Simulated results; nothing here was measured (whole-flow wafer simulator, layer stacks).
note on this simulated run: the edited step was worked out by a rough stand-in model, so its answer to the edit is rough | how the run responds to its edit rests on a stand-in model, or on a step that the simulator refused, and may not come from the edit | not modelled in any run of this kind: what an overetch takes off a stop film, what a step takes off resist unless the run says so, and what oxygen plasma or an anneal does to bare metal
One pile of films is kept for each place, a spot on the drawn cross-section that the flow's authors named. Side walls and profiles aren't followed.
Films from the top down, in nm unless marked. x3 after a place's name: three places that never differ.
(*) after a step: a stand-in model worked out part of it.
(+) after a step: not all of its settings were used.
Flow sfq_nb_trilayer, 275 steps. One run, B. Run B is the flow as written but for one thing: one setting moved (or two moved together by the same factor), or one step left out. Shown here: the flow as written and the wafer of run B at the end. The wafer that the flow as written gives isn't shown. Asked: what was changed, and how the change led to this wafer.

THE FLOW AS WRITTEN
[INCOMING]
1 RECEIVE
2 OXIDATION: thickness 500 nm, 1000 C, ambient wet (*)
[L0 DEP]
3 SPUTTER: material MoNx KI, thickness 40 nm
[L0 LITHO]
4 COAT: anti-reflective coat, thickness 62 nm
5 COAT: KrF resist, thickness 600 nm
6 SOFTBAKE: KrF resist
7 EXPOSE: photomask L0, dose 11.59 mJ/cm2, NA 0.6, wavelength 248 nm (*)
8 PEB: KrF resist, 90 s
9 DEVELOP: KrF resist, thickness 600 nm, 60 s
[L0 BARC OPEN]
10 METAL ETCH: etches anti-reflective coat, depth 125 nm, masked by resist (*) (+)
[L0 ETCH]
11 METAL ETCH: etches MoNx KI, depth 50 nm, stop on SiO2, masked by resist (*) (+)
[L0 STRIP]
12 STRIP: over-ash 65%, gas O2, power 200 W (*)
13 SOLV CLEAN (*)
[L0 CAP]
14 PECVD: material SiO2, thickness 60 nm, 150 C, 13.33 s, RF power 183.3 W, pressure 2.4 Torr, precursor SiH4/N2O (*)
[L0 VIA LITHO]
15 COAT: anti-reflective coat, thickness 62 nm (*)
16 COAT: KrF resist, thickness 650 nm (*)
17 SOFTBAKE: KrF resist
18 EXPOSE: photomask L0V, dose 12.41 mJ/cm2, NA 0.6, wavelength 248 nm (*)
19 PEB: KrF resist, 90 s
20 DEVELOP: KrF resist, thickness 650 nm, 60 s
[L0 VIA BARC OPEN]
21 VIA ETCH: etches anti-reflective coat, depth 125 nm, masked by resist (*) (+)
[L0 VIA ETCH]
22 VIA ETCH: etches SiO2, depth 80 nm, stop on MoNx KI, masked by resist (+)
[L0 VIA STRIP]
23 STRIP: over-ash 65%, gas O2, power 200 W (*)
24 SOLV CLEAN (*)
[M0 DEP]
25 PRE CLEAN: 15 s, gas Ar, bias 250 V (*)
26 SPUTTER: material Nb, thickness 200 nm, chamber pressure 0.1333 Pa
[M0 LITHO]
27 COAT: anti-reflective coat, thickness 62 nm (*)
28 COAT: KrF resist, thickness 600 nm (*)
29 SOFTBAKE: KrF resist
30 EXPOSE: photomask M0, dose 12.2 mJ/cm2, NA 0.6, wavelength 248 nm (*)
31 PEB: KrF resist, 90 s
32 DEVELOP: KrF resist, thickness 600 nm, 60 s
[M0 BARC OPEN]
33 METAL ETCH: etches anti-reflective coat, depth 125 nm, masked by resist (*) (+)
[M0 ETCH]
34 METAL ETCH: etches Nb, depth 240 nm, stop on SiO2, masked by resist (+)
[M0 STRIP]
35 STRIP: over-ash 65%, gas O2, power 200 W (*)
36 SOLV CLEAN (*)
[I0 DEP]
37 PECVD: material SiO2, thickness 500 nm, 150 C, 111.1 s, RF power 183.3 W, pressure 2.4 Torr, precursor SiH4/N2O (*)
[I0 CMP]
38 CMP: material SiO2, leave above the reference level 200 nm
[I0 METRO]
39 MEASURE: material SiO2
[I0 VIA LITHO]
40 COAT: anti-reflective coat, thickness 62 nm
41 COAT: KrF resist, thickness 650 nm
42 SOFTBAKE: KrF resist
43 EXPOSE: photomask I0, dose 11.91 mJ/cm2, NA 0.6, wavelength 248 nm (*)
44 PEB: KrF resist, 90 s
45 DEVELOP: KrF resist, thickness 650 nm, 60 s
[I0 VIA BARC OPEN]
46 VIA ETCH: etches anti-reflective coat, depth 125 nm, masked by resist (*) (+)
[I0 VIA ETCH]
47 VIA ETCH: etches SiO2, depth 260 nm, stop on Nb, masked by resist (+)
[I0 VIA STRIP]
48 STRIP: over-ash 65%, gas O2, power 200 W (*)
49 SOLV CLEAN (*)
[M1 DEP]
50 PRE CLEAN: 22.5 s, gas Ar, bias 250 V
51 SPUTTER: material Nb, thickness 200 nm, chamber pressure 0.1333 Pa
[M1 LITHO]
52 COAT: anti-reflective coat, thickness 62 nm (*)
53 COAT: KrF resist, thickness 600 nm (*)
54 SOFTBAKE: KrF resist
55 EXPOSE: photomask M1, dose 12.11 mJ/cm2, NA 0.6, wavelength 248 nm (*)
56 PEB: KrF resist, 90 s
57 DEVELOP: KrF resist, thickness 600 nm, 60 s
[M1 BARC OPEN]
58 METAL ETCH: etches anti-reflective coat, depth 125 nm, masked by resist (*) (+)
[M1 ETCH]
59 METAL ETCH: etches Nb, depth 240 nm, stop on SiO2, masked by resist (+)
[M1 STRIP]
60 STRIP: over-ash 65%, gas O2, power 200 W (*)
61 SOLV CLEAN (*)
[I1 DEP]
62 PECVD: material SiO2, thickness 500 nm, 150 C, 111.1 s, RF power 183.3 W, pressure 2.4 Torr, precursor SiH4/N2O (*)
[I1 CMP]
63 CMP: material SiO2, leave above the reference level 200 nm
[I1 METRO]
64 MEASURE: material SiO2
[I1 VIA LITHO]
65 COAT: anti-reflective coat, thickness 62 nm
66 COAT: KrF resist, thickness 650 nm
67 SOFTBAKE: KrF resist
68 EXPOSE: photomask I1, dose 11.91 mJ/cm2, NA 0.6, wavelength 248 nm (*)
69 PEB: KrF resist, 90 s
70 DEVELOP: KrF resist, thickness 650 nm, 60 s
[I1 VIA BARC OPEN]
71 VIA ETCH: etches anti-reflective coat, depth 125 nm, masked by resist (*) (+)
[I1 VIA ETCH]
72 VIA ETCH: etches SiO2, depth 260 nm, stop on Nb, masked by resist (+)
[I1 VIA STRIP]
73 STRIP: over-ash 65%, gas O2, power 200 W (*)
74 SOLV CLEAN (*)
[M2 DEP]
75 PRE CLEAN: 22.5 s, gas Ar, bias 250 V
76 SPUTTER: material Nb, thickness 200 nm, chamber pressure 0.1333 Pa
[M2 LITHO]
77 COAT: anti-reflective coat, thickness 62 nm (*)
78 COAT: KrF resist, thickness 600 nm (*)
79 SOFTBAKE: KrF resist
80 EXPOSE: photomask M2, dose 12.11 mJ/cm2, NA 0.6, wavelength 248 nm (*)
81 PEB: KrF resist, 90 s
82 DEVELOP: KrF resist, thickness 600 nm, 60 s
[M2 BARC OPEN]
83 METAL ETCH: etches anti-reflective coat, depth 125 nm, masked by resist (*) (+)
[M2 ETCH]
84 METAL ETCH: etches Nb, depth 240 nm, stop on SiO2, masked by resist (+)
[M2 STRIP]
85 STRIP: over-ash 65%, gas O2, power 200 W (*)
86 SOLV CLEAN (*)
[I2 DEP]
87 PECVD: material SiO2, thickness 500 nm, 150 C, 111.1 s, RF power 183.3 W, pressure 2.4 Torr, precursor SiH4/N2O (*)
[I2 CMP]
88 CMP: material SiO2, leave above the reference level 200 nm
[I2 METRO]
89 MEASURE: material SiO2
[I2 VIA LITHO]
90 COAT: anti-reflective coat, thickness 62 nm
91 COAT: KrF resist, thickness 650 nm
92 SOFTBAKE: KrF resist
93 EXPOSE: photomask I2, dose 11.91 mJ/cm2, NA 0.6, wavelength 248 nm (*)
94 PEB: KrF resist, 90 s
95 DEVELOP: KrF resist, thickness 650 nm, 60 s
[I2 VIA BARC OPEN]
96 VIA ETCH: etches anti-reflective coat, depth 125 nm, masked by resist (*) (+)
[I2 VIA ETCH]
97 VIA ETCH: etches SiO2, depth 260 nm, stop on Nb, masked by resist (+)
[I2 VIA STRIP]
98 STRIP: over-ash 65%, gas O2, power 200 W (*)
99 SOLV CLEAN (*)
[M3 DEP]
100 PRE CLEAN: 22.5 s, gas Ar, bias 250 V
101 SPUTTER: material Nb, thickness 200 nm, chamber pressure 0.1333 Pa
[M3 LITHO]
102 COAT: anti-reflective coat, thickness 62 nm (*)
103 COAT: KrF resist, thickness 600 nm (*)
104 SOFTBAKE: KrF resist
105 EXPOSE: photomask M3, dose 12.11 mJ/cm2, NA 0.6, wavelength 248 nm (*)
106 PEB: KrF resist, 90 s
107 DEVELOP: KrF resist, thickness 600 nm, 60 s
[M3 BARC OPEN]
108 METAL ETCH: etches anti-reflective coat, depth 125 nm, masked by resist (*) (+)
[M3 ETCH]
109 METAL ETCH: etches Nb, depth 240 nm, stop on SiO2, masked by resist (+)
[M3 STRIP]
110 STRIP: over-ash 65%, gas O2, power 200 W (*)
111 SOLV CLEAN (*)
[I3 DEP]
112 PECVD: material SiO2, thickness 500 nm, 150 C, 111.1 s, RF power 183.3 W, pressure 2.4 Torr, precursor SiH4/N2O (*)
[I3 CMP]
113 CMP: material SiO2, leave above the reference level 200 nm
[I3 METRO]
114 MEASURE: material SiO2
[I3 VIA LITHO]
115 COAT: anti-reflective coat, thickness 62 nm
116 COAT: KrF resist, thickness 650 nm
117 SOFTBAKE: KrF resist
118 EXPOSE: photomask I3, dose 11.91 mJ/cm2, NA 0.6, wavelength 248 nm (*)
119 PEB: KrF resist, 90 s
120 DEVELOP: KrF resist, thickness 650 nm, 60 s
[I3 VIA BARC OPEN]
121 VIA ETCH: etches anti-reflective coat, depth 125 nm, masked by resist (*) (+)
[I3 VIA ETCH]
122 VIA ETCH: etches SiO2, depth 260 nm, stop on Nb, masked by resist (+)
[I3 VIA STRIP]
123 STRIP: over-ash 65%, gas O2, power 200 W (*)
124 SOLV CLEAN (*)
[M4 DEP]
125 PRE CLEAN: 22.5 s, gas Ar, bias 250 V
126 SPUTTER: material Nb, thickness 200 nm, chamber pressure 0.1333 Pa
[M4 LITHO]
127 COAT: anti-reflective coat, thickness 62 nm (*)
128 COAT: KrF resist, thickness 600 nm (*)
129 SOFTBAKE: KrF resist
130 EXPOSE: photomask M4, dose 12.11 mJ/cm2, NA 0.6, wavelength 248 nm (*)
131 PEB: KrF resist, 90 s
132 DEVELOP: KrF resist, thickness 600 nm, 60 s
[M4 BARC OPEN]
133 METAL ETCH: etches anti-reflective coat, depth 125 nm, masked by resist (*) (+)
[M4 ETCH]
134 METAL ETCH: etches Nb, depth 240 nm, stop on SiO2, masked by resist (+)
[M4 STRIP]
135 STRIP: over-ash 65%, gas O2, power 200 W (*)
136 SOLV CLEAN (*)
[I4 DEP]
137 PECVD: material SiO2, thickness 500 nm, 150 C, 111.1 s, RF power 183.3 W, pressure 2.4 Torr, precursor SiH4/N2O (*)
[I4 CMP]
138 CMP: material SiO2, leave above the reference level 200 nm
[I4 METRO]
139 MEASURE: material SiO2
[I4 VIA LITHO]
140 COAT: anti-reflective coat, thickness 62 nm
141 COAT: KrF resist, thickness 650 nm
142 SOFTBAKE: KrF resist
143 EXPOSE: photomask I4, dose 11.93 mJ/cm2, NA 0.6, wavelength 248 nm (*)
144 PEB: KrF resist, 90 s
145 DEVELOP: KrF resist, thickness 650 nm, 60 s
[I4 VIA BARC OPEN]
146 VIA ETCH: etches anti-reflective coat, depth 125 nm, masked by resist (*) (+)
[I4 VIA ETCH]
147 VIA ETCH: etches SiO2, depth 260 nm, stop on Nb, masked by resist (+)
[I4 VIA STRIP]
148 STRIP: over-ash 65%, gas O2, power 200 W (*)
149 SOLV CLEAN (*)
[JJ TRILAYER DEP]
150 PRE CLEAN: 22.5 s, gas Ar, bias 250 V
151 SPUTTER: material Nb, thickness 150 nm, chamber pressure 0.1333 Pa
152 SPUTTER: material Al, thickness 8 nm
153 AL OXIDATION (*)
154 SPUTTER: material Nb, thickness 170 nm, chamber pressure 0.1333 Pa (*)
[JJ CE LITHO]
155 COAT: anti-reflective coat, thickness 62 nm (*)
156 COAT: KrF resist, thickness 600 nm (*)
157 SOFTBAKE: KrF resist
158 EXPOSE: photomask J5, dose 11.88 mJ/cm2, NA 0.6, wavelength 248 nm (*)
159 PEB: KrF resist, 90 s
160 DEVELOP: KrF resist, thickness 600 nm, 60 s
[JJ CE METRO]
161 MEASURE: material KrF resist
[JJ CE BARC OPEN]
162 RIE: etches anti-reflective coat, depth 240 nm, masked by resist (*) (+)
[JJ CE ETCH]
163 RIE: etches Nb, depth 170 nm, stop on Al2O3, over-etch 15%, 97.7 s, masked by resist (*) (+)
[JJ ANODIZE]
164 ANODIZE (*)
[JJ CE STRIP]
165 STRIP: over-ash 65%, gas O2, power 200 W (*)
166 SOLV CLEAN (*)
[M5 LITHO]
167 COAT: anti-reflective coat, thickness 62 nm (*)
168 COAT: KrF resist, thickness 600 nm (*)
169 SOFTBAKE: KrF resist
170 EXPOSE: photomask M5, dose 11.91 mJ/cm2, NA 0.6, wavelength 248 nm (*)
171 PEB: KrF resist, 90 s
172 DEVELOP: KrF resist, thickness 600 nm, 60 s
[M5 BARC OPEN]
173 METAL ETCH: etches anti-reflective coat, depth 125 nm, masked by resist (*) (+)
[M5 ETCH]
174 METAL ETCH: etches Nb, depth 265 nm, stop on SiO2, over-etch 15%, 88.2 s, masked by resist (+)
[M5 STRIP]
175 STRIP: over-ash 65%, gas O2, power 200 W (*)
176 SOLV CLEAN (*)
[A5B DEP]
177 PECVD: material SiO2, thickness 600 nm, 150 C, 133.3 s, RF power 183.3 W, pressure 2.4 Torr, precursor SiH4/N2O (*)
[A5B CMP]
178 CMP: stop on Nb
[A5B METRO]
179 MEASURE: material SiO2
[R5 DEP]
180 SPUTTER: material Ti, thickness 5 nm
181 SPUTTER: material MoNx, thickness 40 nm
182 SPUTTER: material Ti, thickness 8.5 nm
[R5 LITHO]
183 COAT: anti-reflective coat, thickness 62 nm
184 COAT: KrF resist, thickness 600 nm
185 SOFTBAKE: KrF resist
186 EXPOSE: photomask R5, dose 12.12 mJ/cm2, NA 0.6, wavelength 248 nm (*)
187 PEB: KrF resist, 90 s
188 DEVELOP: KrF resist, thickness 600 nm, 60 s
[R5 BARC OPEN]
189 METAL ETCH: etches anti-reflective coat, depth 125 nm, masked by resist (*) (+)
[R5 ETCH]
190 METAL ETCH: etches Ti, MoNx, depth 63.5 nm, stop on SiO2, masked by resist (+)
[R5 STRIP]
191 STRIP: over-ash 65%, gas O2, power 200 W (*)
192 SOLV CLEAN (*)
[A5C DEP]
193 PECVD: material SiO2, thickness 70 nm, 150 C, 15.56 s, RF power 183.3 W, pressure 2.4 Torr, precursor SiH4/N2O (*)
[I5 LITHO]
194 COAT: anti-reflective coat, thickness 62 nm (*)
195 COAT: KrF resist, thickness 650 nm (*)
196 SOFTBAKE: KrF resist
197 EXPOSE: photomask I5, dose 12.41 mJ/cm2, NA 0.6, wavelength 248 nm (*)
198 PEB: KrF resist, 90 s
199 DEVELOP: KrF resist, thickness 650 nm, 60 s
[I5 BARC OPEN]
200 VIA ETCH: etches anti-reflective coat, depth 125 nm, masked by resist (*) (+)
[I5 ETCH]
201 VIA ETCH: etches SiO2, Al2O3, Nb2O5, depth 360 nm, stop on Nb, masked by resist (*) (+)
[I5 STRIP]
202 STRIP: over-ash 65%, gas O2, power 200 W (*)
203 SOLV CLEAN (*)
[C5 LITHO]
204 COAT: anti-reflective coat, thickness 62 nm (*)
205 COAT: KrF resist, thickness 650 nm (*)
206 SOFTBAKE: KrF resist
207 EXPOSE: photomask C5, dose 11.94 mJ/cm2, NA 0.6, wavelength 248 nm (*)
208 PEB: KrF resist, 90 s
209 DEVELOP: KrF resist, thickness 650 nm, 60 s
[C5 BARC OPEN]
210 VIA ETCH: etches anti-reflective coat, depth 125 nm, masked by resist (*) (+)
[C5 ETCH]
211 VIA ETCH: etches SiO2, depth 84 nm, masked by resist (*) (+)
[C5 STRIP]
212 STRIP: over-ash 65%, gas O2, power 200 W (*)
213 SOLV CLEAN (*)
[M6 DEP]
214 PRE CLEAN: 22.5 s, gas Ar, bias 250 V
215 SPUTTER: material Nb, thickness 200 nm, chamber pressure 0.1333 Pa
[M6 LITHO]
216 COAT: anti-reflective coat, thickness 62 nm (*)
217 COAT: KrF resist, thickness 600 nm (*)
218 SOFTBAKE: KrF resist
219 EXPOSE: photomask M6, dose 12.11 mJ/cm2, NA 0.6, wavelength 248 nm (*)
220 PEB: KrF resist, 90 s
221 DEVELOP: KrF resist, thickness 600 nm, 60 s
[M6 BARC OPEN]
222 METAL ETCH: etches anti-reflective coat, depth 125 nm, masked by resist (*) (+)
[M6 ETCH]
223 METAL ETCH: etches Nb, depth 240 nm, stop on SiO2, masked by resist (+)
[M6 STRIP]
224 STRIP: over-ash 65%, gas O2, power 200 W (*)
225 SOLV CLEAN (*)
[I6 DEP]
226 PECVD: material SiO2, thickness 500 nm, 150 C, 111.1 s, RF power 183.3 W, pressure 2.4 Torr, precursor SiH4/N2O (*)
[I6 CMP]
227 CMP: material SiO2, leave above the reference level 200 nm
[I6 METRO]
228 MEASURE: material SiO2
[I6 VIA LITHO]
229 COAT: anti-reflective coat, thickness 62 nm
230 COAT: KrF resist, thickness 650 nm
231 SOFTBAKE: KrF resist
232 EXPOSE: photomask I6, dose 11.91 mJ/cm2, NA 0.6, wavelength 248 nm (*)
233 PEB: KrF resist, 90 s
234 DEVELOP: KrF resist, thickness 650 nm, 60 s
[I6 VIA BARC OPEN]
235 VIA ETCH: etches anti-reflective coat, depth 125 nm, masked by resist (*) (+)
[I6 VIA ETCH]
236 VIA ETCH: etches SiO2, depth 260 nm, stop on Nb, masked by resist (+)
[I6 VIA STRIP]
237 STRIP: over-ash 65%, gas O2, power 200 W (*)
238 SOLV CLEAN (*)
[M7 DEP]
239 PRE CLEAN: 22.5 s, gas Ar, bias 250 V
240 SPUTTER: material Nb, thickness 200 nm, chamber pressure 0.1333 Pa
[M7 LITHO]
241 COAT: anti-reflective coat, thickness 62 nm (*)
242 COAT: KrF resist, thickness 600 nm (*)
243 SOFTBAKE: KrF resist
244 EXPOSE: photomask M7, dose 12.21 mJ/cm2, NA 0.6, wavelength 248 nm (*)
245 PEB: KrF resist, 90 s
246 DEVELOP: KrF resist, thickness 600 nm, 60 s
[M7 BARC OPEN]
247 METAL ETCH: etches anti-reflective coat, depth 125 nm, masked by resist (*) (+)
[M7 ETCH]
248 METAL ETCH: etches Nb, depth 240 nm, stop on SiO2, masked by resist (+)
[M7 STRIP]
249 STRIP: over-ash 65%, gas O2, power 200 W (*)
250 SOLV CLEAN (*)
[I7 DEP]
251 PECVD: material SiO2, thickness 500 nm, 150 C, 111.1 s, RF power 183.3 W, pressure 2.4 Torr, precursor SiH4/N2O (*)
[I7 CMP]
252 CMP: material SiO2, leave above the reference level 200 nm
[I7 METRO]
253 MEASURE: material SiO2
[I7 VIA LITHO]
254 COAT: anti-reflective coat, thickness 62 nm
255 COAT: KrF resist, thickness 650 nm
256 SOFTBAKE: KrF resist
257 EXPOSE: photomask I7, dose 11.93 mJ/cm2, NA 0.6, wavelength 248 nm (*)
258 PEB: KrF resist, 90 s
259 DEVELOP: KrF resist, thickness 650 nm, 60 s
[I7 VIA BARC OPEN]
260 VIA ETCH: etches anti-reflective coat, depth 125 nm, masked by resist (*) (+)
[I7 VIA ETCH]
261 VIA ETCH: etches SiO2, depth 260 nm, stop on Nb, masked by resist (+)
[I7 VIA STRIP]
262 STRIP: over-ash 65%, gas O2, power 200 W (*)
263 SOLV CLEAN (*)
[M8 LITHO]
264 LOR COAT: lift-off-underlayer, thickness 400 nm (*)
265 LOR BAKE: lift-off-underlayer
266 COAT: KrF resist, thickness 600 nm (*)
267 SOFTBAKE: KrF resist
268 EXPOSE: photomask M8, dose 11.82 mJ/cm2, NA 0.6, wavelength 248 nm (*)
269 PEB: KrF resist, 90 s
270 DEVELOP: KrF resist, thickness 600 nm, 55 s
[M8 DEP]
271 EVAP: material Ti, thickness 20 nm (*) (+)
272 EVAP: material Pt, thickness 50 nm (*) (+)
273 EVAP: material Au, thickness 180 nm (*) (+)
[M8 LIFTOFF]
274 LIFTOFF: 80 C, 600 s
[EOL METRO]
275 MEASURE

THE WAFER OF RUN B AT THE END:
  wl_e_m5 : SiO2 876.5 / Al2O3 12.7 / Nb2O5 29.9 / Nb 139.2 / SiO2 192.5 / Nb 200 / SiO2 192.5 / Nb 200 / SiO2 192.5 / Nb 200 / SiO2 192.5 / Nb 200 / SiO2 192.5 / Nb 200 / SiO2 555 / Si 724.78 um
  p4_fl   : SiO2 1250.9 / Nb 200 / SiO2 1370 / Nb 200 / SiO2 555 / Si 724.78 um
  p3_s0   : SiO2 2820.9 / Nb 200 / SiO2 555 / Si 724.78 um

The cause: step 251, PECVD: thickness 275 nm was run, where the flow has thickness 500 nm; step 251, PECVD: 61.11 s was run, where the flow has 111.1 s.

How the change led to this, step by step:
  251 PECVD: material SiO2, thickness 500 nm, 150 C, 111.1 s, RF power 183.3 W, pressure 2.4 Torr, precursor SiH4/N2O (*)
      field_l, p4_fl, p4_fm and 56 more: SiO2 +275 (as written it would be: SiO2 +500)
      v_sur, via_wl, via_w and 37 more: SiO2 +275 (new film) (as written it would be: SiO2 +500 (new film))
      (and at 7 more places)
  252 CMP: material SiO2, leave above the reference level 200 nm
      field_l, p4_fl, p4_fm and 56 more: nothing (as written it would be: SiO2 -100)
      field_r, lsp_l: nothing (as written it would be: SiO2 -77.7)
      (and at 45 more places)
  254 COAT: anti-reflective coat, thickness 62 nm
      jj_sur, ce_l, c5j, ce_r, sp_r, be_r: anti-reflective coat +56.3 (new film) (as written it would be: anti-reflective coat +62 (new film))
      p3_l2, p3_s2, p3_s5, p3_l6: anti-reflective coat +63.6 (new film) (as written it would be: anti-reflective coat +62 (new film))
      (and at 84 more places)
  255 COAT: KrF resist, thickness 650 nm
      ce_l, sp_r, wl_f_m6: KrF resist +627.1 (new film) (as written it would be: KrF resist +650 (new film))
      wl_d_sl, m0r_line_l, m6r_line_l: KrF resist +674.9 (new film) (as written it would be: KrF resist +650 (new film))
      (and at 68 more places)
  259 DEVELOP: KrF resist, thickness 650 nm, 60 s
      via_wl: KrF resist -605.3 (all of it) (as written it would be: KrF resist -648.6 (all of it))
      via_w: KrF resist -612 (all of it) (as written it would be: KrF resist -648.6 (all of it))
      (and at 1 more place)
  260 VIA ETCH: etches anti-reflective coat, depth 125 nm, masked by resist (*) (+)
      field_l, v_sur, via_sp and 100 more: KrF resist -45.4 (as written it would be: KrF resist -51.7)
      via_wl: anti-reflective coat -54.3 (all of it), SiO2 -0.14 (as written it would be: anti-reflective coat -62 (all of it), SiO2 -0.16)
      (and at 2 more places)
  262 STRIP: over-ash 65%, gas O2, power 200 W (*)
      p3_s3, p3_l4, p3_s4: KrF resist -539 (all of it), anti-reflective coat -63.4 (all of it) (as written it would be: KrF resist -528.6 (all of it), anti-reflective coat -62 (all of it))
      ce_l, sp_r: KrF resist -512.1 (all of it), anti-reflective coat -56.3 (all of it) (as written it would be: KrF resist -528.6 (all of it), anti-reflective coat -62 (all of it))
      (and at 92 more places)
  264 LOR COAT: lift-off-underlayer, thickness 400 nm (*)
      c5j, ce_r: lift-off-underlayer +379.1 (new film) (as written it would be: lift-off-underlayer +399.3 (new film))
      p4_fm, m8r_gap_c: lift-off-underlayer +416.6 (new film) (as written it would be: lift-off-underlayer +400 (new film))
      (and at 85 more places)
  266 COAT: KrF resist, thickness 600 nm (*)
      c5j, ce_r: KrF resist +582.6 (new film) (as written it would be: KrF resist +597.1 (new film))
      wl_d_m1, wl_d_sr: KrF resist +620.7 (new film) (as written it would be: KrF resist +600 (new film))
      (and at 35 more places)
  270 DEVELOP: KrF resist, thickness 600 nm, 55 s
      field_l: KrF resist -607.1 (all of it), lift-off-underlayer -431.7 (all of it) (as written it would be: KrF resist -593.7 (all of it), lift-off-underlayer -388.2 (all of it))
      v_sur: KrF resist -592.8 (all of it), lift-off-underlayer -324.2 (all of it) (as written it would be: KrF resist -607.3 (all of it), lift-off-underlayer -369.4 (all of it))
      (and at 9 more places)
  274 LIFTOFF: 80 C, 600 s
      c5j, ce_r: Au -180 (all of it), Pt -50 (all of it), Ti -20 (all of it), KrF resist -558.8 (all of it), lift-off-underlayer -379.1 (all of it) (as written it would be: Au -180 (all of it), Pt -50 (all of it), Ti -20 (all of it), KrF resist -573.3 (all of it), lift-off-underlayer -399.3 (all of it))
      wl_j_sl, wl_jj: Au -180 (all of it), Pt -50 (all of it), Ti -20 (all of it), KrF resist -566.3 (all of it), lift-off-underlayer -390.6 (all of it) (as written it would be: Au -180 (all of it), Pt -50 (all of it), Ti -20 (all of it), KrF resist -576.2 (all of it), lift-off-underlayer -400 (all of it))
      (and at 74 more places)
